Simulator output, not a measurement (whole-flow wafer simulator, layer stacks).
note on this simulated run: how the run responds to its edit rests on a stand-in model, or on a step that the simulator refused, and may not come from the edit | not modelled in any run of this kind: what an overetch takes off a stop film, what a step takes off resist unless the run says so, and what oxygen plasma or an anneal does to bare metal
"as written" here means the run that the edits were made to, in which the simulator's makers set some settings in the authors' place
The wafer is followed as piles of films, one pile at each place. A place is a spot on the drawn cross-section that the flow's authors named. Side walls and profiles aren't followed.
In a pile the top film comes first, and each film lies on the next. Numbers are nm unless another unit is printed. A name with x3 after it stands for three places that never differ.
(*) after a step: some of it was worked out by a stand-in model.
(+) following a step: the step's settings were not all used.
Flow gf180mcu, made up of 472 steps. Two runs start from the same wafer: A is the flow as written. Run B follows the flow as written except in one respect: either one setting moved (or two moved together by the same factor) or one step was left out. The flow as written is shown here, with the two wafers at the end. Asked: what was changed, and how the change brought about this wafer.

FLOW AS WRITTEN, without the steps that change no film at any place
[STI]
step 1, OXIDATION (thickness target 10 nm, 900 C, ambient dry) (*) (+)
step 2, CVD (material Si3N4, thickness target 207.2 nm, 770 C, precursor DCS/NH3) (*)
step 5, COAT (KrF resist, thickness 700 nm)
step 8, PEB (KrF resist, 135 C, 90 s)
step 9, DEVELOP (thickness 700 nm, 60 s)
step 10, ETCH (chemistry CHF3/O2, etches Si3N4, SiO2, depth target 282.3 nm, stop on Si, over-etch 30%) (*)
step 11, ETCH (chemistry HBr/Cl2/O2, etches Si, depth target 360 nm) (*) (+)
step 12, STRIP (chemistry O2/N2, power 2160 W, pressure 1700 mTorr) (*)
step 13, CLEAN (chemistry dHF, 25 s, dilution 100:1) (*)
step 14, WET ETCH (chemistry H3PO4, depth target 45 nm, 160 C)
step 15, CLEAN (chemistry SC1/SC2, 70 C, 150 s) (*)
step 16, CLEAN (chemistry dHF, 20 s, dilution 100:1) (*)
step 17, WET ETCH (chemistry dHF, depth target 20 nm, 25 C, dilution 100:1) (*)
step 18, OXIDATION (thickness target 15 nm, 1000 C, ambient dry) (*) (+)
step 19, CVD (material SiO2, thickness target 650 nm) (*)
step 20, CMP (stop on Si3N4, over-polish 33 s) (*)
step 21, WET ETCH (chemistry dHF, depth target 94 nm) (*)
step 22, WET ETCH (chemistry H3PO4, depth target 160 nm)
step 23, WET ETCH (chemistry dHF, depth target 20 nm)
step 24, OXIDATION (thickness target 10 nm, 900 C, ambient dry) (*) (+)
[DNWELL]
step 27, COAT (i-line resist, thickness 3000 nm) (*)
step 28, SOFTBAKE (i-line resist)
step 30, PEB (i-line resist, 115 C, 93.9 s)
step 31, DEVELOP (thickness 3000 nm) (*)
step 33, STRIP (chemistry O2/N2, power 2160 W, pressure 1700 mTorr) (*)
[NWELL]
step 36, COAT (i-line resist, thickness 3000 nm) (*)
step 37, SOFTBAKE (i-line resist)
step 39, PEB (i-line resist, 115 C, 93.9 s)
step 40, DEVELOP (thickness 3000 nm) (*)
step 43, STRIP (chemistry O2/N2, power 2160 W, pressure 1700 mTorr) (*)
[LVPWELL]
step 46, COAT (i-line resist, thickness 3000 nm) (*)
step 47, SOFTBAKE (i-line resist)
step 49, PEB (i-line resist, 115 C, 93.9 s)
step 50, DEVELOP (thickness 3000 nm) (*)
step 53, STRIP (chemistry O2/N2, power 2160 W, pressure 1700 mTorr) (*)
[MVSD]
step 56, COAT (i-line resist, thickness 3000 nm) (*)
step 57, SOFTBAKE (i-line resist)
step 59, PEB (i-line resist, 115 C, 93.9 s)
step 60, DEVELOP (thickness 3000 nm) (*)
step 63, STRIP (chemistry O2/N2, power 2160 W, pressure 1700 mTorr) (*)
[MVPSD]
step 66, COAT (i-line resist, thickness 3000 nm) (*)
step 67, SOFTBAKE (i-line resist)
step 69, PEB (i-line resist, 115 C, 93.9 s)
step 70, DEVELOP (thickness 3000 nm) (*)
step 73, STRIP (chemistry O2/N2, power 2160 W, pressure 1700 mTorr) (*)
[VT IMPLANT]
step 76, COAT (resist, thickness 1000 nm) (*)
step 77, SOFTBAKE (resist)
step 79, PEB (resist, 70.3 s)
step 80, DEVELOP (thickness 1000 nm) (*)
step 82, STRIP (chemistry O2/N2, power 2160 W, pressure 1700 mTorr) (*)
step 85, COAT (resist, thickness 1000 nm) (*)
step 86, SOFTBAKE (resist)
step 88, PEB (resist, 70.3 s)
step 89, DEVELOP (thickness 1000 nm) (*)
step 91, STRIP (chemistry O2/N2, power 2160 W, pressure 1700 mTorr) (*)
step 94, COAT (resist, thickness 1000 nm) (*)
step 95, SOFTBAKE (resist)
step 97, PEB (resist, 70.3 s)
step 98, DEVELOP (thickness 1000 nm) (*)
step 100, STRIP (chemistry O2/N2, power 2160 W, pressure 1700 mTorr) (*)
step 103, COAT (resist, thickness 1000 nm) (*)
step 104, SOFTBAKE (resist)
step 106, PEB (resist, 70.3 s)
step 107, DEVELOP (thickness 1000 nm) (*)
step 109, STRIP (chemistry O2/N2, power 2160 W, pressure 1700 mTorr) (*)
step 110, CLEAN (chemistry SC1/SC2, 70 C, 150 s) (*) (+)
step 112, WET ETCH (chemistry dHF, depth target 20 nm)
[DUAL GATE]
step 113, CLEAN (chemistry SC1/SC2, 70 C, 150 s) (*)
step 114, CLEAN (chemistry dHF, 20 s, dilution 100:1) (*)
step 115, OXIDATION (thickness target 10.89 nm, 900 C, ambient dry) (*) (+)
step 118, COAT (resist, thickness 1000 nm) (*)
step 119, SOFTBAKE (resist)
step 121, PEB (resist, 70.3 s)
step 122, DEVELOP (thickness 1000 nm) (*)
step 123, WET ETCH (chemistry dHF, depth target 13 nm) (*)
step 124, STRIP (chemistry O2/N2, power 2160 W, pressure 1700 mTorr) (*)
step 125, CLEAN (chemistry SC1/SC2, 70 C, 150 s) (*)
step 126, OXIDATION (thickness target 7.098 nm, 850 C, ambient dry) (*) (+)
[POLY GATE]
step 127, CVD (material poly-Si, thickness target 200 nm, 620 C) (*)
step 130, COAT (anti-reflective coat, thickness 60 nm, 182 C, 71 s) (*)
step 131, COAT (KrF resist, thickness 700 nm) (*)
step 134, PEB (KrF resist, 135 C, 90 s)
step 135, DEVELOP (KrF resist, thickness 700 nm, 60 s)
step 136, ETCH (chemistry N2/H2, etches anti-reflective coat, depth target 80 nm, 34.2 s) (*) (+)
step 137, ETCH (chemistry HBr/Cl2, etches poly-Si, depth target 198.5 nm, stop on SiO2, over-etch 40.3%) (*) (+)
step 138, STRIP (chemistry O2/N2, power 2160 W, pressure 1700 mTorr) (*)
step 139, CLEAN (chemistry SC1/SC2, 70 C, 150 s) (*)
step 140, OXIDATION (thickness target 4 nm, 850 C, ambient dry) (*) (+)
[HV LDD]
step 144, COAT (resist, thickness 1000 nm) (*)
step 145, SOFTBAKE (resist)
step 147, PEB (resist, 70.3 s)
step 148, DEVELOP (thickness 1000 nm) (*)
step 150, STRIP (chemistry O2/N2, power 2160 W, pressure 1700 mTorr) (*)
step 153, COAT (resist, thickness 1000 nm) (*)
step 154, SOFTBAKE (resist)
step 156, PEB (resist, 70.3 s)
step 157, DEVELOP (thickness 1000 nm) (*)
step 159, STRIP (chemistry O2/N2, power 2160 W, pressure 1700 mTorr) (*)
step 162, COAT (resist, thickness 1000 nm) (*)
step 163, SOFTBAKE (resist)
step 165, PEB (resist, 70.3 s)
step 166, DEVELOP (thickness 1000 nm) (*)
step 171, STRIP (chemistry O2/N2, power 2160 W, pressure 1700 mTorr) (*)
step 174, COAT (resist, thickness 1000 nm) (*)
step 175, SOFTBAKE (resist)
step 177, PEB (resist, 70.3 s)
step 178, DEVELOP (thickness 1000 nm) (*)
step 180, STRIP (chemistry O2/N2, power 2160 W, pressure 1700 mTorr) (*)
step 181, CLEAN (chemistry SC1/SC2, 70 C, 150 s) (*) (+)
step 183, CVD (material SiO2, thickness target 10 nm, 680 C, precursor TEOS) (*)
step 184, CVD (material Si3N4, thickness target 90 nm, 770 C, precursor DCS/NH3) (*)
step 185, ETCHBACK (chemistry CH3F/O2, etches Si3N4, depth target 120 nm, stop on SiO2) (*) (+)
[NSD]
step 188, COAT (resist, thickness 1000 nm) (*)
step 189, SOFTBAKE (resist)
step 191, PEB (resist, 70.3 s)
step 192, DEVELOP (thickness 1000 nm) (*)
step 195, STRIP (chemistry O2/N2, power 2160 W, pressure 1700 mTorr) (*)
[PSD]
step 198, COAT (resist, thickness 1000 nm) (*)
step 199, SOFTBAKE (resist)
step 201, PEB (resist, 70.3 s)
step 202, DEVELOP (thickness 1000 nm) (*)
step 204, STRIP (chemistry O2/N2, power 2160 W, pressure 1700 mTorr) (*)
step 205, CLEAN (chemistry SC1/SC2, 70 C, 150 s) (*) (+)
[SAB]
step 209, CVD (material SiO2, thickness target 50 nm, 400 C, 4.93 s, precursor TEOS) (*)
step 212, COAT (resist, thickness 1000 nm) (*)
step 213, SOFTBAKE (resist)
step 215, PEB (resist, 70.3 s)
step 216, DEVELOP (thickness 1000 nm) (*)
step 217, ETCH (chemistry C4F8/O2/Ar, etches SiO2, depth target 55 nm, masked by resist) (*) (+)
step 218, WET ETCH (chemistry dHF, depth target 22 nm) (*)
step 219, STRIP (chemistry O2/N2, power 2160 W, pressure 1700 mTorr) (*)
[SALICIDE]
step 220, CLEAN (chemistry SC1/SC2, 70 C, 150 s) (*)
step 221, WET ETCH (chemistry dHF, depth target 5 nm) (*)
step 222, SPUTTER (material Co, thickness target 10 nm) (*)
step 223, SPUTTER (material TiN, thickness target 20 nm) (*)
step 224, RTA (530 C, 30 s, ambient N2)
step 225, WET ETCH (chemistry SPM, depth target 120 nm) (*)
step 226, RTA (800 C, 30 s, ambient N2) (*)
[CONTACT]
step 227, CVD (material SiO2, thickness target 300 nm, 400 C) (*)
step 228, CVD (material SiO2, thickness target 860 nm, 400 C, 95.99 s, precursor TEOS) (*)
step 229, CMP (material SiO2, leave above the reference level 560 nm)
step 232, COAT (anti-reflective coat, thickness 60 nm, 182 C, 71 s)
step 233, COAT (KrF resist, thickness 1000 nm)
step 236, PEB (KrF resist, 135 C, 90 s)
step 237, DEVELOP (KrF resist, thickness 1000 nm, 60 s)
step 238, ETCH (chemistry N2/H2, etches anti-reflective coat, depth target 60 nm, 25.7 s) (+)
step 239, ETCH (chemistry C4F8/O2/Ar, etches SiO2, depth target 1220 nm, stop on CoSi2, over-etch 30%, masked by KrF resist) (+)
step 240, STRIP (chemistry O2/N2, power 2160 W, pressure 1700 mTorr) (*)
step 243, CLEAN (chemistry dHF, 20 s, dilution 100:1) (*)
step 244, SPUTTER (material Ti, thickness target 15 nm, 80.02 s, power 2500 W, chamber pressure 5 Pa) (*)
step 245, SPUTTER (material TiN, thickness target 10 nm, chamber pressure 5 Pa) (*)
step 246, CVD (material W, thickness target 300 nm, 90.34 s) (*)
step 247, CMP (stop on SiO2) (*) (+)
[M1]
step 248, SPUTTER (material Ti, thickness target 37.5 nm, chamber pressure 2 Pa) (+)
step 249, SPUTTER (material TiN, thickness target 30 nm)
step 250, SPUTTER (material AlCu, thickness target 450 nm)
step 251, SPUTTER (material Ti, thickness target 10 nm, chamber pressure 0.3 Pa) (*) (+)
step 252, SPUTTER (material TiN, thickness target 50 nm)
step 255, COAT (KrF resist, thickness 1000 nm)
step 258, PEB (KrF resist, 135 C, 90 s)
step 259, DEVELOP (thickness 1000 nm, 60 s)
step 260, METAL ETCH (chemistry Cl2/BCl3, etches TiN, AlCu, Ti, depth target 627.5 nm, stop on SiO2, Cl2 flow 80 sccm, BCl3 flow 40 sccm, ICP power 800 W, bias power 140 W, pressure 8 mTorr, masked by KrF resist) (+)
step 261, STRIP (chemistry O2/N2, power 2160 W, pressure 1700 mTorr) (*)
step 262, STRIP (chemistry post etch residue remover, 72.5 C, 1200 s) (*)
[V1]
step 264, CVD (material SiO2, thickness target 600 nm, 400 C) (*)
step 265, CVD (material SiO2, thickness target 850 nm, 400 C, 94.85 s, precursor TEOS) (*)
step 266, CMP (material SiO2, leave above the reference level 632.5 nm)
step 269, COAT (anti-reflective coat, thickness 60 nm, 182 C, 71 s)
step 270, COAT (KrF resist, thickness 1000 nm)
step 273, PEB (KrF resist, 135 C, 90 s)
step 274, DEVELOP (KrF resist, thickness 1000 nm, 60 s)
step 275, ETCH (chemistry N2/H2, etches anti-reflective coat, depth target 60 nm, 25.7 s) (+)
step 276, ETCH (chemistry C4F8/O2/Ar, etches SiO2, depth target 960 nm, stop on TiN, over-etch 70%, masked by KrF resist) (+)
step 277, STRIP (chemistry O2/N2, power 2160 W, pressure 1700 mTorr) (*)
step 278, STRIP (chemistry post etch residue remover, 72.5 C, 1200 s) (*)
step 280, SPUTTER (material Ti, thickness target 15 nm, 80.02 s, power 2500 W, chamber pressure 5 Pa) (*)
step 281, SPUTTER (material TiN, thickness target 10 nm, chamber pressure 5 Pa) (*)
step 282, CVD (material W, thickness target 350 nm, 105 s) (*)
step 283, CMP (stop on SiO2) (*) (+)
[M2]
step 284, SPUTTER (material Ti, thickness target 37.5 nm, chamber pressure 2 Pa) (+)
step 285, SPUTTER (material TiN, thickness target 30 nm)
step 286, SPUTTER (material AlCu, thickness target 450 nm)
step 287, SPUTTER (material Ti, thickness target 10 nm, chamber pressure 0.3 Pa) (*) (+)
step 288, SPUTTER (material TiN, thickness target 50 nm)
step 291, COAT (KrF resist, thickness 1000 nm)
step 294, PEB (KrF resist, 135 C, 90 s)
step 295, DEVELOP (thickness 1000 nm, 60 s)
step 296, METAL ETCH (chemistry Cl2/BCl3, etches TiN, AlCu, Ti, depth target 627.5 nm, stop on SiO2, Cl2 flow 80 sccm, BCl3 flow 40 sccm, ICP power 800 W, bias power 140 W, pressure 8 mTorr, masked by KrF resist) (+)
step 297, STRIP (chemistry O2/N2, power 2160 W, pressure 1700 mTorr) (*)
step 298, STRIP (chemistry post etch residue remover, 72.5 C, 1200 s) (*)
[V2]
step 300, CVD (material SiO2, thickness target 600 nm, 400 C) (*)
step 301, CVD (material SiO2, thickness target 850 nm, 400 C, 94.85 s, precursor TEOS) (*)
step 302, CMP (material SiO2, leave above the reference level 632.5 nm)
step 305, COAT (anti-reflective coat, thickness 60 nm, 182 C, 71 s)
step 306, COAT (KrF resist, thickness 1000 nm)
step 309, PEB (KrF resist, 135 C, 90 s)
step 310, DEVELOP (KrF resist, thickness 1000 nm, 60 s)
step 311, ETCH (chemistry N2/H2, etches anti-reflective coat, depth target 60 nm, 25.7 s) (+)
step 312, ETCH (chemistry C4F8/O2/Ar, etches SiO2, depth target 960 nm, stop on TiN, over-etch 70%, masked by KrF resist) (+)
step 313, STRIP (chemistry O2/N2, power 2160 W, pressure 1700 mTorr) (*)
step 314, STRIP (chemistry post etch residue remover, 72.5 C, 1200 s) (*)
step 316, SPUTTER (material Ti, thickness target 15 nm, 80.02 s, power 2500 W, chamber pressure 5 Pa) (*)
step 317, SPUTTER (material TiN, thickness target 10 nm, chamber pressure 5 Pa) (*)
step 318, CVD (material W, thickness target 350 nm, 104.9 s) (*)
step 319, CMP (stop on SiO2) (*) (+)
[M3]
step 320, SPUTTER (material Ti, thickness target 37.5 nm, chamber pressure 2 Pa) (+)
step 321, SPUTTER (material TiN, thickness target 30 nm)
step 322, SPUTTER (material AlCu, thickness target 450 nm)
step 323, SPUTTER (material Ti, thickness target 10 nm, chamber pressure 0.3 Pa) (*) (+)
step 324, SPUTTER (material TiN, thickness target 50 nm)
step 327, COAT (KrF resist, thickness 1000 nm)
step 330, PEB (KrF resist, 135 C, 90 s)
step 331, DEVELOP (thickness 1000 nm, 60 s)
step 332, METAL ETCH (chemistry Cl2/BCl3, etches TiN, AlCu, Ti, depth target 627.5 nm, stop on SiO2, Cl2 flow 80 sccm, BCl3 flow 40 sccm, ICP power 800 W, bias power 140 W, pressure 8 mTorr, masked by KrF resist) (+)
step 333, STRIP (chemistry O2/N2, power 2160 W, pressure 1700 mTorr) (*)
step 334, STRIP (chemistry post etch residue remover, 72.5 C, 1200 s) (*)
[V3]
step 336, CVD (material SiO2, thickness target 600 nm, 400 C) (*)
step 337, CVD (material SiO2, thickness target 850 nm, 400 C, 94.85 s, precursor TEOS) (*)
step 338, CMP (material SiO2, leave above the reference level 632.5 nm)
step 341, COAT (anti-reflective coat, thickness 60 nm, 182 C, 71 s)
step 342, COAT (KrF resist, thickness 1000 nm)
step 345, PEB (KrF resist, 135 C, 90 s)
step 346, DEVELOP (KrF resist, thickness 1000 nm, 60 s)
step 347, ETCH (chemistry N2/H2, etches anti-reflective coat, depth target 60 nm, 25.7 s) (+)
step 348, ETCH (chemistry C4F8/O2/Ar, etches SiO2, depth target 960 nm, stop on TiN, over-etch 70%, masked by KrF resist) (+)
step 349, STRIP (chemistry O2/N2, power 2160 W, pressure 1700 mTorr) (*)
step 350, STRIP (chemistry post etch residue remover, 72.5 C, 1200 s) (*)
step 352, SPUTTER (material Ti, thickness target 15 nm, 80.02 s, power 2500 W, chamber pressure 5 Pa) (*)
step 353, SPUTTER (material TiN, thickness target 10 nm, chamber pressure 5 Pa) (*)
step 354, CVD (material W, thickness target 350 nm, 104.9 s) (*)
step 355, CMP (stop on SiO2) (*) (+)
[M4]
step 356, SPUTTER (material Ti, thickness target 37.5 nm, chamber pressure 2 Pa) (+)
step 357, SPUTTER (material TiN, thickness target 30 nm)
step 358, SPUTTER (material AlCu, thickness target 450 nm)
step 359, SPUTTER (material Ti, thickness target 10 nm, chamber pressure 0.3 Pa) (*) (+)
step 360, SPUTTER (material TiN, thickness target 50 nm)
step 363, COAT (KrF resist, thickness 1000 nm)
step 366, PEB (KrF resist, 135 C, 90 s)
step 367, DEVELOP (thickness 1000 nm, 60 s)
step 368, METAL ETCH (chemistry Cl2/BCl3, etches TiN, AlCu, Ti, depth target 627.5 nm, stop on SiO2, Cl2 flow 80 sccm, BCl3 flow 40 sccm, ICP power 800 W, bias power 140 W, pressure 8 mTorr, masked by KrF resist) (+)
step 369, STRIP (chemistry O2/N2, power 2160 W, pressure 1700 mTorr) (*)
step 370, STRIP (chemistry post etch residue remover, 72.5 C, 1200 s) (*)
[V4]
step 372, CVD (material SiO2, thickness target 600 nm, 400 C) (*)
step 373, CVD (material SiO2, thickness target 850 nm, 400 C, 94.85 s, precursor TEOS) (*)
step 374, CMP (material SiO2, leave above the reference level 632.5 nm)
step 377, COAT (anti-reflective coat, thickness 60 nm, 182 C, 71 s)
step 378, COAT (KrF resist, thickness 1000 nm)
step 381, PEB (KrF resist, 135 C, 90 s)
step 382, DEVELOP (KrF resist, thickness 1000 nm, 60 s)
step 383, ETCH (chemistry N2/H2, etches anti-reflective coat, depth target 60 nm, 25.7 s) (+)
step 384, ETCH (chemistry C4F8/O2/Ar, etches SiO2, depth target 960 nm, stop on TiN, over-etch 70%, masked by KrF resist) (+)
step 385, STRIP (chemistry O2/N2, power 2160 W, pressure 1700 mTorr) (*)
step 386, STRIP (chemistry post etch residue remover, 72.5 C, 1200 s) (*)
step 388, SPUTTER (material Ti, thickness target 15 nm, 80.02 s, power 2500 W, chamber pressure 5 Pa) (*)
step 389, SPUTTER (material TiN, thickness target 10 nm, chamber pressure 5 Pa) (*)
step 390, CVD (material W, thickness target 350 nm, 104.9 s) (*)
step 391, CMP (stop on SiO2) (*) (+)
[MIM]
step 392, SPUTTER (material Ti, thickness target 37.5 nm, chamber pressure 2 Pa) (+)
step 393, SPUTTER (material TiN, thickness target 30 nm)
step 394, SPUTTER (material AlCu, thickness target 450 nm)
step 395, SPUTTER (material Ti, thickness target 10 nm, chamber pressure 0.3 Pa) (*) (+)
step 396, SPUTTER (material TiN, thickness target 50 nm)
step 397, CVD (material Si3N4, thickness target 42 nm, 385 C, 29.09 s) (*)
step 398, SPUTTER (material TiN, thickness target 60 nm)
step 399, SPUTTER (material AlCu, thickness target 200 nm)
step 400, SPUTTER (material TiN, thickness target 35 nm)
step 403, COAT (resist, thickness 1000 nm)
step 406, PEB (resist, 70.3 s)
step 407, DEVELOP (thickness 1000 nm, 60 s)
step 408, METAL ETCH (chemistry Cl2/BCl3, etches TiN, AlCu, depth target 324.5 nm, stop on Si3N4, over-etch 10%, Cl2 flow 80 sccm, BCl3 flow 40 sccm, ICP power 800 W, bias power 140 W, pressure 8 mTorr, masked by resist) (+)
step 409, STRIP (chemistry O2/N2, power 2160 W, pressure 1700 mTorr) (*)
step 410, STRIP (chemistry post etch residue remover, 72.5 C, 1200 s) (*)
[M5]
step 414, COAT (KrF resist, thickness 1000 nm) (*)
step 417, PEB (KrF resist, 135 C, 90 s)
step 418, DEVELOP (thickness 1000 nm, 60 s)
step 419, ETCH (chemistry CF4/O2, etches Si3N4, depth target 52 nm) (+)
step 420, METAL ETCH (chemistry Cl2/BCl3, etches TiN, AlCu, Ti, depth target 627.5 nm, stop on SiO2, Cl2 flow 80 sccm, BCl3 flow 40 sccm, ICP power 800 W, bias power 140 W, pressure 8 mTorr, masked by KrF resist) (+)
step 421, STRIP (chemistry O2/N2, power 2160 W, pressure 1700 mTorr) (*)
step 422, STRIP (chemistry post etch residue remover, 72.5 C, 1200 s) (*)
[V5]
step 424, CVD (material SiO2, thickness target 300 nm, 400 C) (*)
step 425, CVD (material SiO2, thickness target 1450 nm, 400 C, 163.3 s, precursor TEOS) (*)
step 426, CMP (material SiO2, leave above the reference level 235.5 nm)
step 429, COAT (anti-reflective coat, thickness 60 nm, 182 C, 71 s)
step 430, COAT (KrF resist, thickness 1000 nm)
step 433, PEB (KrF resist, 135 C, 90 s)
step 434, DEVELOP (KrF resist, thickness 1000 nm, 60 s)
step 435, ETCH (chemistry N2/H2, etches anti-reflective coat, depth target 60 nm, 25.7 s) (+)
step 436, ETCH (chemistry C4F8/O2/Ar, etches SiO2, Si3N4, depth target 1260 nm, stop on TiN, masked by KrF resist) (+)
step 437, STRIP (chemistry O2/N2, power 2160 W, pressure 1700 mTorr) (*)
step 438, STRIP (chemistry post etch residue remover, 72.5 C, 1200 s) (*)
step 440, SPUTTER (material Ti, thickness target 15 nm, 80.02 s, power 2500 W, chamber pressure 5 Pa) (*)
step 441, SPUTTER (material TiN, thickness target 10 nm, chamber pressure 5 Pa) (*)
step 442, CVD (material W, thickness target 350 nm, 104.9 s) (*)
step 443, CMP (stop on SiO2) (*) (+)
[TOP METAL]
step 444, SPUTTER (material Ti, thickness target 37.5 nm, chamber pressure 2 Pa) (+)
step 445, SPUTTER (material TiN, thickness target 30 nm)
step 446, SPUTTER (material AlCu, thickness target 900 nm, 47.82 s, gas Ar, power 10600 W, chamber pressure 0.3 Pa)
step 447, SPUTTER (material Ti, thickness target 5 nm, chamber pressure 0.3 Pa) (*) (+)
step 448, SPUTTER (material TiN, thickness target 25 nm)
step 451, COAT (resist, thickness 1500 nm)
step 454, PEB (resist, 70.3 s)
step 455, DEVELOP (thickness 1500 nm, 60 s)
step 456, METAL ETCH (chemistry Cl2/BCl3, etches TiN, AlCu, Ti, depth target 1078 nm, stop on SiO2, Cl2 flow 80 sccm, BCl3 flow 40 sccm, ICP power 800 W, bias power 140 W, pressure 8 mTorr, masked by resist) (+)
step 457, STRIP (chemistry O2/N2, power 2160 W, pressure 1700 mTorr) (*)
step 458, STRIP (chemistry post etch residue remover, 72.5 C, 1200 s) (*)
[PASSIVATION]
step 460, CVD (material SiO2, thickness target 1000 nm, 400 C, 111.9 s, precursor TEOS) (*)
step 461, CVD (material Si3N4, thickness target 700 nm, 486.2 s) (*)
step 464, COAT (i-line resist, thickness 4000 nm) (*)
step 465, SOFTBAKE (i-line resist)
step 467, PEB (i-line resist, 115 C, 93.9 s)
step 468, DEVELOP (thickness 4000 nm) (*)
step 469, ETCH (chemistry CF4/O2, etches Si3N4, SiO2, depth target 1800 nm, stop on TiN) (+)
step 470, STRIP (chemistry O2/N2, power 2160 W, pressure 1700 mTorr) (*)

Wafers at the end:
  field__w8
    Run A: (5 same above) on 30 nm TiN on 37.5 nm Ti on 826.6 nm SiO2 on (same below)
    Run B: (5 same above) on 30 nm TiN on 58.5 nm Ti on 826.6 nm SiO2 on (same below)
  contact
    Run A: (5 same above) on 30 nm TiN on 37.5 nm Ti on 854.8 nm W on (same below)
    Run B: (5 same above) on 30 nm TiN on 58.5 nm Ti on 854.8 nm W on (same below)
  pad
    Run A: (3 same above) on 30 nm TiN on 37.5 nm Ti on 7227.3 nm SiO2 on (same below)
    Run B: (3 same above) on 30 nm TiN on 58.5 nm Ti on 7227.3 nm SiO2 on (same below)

What caused this: step 444, SPUTTER: thickness target 58.5 nm was run, though the flow has thickness target 37.5 nm.
The wafer itself shows it: field__w8 has Ti 58.5, and step 444 as written asks for 37.5 nm.

How this came from the change, step by step:
  step 444, SPUTTER (material Ti, thickness target 37.5 nm, chamber pressure 2 Pa) (+)
      field, field__w1, field__w2 and 109 more: A +37.5 Ti (new film) | B +58.5 Ti (new film)
  step 456, METAL ETCH (chemistry Cl2/BCl3, etches TiN, AlCu, Ti, depth target 1078 nm, stop on SiO2, Cl2 flow 80 sccm, BCl3 flow 40 sccm, ICP power 800 W, bias power 140 W, pressure 8 mTorr, masked by resist) (+)
      field, field__w1, field__w2 and 103 more: A -25 TiN (all of it), -5 Ti (all of it), -900 AlCu (all of it), -30 TiN (all of it), -37.5 Ti (all of it) | B -25 TiN (all of it), -5 Ti (all of it), -900 AlCu (all of it), -30 TiN (all of it), -58.5 Ti (all of it)
  step 465, SOFTBAKE (i-line resist)
      gate: A +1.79 i-line resist | B -0.2 i-line resist
      ld_acc_p, ld_fp_p, ld_drift_p: A +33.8 i-line resist | B +27.8 i-line resist
      (and at 62 other places as well)
